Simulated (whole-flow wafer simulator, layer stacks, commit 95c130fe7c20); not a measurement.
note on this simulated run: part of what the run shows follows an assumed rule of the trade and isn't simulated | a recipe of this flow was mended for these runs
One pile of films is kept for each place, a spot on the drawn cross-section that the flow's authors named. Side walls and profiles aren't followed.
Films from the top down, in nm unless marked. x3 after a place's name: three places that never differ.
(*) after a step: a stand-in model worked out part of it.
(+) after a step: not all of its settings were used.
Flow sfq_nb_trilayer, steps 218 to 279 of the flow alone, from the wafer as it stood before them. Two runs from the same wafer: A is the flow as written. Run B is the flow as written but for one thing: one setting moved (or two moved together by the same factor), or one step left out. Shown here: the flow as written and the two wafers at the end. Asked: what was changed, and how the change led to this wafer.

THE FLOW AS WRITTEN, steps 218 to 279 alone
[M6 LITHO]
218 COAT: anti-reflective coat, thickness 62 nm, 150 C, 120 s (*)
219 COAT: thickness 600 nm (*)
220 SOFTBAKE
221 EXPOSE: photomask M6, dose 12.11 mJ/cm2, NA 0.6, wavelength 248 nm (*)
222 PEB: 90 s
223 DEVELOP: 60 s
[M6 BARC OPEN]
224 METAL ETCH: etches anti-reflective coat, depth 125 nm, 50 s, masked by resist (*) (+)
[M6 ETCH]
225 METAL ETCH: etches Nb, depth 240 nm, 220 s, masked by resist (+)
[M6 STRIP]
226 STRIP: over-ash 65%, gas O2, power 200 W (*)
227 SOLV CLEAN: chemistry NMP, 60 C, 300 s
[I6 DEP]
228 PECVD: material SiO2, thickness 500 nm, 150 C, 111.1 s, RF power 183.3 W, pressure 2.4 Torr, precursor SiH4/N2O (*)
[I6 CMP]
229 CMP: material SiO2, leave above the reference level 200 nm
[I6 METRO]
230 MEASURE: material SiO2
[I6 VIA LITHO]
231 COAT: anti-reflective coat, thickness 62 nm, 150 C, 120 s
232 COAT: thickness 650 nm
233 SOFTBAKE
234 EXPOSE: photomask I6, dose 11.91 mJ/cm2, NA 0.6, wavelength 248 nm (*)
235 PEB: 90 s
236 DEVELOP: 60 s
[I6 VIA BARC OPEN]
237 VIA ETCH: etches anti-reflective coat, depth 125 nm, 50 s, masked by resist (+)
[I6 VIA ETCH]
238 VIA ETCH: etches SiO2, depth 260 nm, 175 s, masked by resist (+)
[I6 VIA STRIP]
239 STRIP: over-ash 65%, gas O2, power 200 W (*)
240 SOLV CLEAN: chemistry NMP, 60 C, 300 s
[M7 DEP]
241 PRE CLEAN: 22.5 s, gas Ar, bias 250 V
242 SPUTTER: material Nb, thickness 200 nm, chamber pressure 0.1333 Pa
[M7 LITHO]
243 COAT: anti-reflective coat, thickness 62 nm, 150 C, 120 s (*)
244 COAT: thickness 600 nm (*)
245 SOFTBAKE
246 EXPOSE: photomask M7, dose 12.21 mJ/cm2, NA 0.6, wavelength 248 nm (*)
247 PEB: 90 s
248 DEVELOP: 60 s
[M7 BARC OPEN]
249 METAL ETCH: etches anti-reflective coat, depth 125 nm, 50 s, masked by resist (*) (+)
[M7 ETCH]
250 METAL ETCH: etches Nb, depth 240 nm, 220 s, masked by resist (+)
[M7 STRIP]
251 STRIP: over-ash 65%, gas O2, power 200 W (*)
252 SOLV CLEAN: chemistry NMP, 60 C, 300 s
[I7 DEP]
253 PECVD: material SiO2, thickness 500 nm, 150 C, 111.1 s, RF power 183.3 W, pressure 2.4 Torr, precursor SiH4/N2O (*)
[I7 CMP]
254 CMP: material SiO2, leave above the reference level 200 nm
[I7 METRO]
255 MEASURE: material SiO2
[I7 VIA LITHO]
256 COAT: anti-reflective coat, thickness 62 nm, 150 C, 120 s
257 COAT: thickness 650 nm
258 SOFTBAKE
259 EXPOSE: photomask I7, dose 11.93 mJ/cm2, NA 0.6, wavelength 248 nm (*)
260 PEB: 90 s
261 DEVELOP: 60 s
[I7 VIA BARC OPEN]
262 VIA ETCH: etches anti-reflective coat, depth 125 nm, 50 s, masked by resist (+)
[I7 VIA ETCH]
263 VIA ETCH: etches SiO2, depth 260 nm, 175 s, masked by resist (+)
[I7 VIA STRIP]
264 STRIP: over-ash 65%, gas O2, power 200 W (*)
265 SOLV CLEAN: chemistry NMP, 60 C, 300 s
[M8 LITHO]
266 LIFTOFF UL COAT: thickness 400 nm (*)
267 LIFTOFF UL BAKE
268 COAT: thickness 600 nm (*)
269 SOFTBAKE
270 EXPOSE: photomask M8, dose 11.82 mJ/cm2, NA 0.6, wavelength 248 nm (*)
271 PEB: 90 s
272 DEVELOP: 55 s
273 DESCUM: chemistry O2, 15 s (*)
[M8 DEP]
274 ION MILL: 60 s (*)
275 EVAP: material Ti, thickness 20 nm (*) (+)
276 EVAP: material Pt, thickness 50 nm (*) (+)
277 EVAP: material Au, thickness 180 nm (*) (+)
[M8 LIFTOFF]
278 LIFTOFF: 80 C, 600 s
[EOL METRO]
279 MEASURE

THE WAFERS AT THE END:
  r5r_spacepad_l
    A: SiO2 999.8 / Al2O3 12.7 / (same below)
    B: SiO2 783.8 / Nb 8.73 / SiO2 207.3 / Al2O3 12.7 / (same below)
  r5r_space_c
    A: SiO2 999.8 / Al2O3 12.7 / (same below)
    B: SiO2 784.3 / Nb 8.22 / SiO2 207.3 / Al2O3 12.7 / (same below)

The cause: step 221, EXPOSE: dose 5.072 mJ/cm2 was run, where the flow has dose 12.11 mJ/cm2.

How the change led to this, step by step:
  223 DEVELOP: 60 s
      lsp_r, l0_sur, p4_fl x5 and 53 more: A KrF-resist-other-grade -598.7 (all of it) | B KrF-resist-other-grade -552.7
      r5r_line_l, r5r_line_c, r5r_line_r: A KrF-resist-other-grade -597.6 (all of it) | B KrF-resist-other-grade -551.7
      (and at 16 more places)
  224 METAL ETCH: etches anti-reflective coat, depth 125 nm, 50 s, masked by resist (*) (+)
      p4_fl x5, p4_w1 x9, p3_s0 x9 and 37 more: A anti-reflective coat -62 (all of it) | B KrF-resist-other-grade -46 (all of it), anti-reflective coat -42.2
      r5r_line_l, r5r_line_c, r5r_line_r: A anti-reflective coat -37.1 (all of it) | B KrF-resist-other-grade -45.9 (all of it), anti-reflective coat -37.1 (all of it)
      (and at 16 more places)
  225 METAL ETCH: etches Nb, depth 240 nm, 220 s, masked by resist (+)
      p4_fl x5, p4_w1 x9, p3_s0 x9 and 37 more: A Nb -200 (all of it), SiO2 -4 | B anti-reflective coat -19.8 (all of it), Nb -200 (all of it), SiO2 -2.02
      lsp_m, l0_sur, l0v: A Nb -200 (all of it), SiO2 -4 | B anti-reflective coat -20.8 (all of it), Nb -200 (all of it), SiO2 -1.92
      (and at 13 more places)
  228 PECVD: material SiO2, thickness 500 nm, 150 C, 111.1 s, RF power 183.3 W, pressure 2.4 Torr, precursor SiH4/N2O (*)
      r5r_spacepad_l, r5r_spacepad_r: A SiO2 +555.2 | B SiO2 +539.9 (new film)
      r5r_space_c: A SiO2 +500 | B SiO2 +500 (new film)
  229 CMP: material SiO2, leave above the reference level 200 nm
      field_l, p4_fl x5, p4_w1 x9 and 46 more: A SiO2 -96 | B SiO2 -98
      lsp_r, l0_sur, l0v: A SiO2 -87.7 | B SiO2 -89.9
      (and at 6 more places)
Counting metal films that touch as one body, r5r_spacepad_l has 3 bodies (between them, from the top down: SiO2 207.3 / Al2O3 12.7 / Nb2O5 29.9; SiO2 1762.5); the flow as written gives 2 bodies (between them, from the top down: SiO2 1762.5).
Counting metal films that touch as one body, r5r_space_c has 3 bodies (between them, from the top down: SiO2 207.3 / Al2O3 12.7 / Nb2O5 29.9; SiO2 1762.5); the flow as written gives 2 bodies (between them, from the top down: SiO2 1762.5).
